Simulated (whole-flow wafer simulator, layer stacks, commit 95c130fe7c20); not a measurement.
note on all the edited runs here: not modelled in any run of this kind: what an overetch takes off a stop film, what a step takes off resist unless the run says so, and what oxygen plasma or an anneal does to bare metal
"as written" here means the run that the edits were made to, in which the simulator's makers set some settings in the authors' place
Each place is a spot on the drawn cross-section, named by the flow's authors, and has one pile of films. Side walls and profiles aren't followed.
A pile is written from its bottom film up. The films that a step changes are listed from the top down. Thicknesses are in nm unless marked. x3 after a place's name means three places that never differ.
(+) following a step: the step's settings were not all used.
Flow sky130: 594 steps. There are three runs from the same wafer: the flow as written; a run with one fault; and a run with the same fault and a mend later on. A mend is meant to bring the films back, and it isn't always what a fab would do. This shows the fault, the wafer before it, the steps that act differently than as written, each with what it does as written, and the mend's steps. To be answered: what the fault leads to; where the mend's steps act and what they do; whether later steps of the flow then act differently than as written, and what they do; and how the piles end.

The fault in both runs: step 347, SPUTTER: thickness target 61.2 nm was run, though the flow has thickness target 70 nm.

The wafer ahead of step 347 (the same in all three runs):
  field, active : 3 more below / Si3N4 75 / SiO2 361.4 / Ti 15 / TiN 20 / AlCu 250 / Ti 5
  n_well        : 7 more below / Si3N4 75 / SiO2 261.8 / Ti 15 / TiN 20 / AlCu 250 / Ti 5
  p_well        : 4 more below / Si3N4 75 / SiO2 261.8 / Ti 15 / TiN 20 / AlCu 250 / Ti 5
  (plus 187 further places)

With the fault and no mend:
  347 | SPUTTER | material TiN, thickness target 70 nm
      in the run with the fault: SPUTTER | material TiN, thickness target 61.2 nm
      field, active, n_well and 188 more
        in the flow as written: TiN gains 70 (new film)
        in the run with the fault: TiN gains 61.2 (new film)
  Steps further on in the flow that do not act as written (not shown: 19 more steps that differ only slightly, by at most 2% or 0.5 nm, whichever is larger):
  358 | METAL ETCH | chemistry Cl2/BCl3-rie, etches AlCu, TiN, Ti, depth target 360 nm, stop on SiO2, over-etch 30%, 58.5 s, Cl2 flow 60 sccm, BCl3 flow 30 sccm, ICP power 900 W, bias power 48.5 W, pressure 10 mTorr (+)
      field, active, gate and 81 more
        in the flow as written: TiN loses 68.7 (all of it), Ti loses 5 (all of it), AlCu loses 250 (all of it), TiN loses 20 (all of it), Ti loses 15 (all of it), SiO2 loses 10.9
        in the run with the fault: TiN loses 59.9 (all of it), Ti loses 5 (all of it), AlCu loses 250 (all of it), TiN loses 20 (all of it), Ti loses 15 (all of it), SiO2 loses 11.8
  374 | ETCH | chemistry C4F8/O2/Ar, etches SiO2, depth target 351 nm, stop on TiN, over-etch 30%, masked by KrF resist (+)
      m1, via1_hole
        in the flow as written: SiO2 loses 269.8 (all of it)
        in the run with the fault: SiO2 loses 278.6 (all of it)
  By the end, the piles at n_well, p_well, gate_hv and 104 more depart from the flow's by more than 2% or 0.5 nm, whichever is larger.
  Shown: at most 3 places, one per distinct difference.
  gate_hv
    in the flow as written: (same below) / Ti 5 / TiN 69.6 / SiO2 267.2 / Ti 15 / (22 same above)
    in the run with the fault: (same below) / Ti 5 / TiN 60.8 / SiO2 276 / Ti 15 / (22 same above)
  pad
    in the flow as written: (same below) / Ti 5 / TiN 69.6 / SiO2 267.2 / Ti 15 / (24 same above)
    in the run with the fault: (same below) / Ti 5 / TiN 60.8 / SiO2 276 / Ti 15 / (24 same above)
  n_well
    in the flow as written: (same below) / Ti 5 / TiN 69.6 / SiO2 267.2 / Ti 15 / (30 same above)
    in the run with the fault: (same below) / Ti 5 / TiN 60.8 / SiO2 276 / Ti 15 / (30 same above)

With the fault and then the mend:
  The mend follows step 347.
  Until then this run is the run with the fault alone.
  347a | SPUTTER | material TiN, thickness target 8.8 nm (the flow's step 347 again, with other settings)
      field, active, n_well and 188 more
        TiN gains 8.8
  Every later step of the flow that is run acts as written at every place that is followed.
  By the end, the piles equal the flow's at every place that both follow.
